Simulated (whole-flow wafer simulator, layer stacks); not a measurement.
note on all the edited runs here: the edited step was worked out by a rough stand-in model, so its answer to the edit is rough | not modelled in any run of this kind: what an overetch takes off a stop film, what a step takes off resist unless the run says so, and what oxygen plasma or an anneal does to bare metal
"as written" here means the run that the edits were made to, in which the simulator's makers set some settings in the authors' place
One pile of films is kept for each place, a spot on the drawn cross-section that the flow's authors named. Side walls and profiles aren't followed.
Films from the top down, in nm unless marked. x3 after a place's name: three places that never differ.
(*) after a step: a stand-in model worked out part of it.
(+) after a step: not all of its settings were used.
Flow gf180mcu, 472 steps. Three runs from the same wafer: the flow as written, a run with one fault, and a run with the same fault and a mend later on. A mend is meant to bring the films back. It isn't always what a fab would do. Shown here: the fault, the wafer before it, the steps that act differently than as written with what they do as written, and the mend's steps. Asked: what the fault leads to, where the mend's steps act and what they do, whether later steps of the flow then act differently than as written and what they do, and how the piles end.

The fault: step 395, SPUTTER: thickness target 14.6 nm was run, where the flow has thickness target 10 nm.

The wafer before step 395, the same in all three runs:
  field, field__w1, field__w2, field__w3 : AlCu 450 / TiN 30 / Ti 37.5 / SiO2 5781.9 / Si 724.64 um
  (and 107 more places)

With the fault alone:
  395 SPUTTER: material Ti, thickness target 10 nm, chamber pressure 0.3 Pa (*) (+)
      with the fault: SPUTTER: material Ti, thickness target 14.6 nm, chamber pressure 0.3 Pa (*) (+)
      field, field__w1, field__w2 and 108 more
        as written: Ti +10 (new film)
        with the fault: Ti +14.6 (new film)
  Later steps of the flow that act differently than as written (2 more steps differ only slightly, by at most 2% or 0.5 nm, whichever is larger, and aren't shown):
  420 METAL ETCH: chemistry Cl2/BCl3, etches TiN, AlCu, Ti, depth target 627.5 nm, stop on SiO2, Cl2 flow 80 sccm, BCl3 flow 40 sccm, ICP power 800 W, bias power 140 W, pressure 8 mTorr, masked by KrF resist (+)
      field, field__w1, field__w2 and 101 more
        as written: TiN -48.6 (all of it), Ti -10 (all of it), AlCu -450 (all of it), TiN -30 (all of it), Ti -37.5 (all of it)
        with the fault: TiN -48.6 (all of it), Ti -14.6 (all of it), AlCu -450 (all of it), TiN -30 (all of it), Ti -37.5 (all of it)
  At the end the piles differ from the flow's by more than 2% or 0.5 nm, whichever is larger, at field__w4, field__w8, contact, m1, m1__w1, mim, mim_1p0, m1_nw.
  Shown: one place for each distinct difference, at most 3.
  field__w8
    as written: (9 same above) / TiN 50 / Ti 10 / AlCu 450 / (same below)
    with the fault: (9 same above) / TiN 50 / Ti 14.6 / AlCu 450 / (same below)
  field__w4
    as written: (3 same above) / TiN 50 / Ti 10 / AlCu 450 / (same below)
    with the fault: (3 same above) / TiN 50 / Ti 14.6 / AlCu 450 / (same below)
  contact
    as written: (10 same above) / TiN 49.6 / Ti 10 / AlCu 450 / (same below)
    with the fault: (10 same above) / TiN 49.6 / Ti 14.6 / AlCu 450 / (same below)

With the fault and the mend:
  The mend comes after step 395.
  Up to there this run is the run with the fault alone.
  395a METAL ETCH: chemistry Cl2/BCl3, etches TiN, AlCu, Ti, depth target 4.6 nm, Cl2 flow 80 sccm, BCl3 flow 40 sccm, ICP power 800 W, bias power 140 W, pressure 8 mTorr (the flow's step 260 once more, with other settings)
      field, field__w1, field__w2 and 108 more
        Ti -4.6
  No later step of the flow acts differently than as written at any place that is followed.
  At the end the piles are the same as the flow's at every place that both follow.
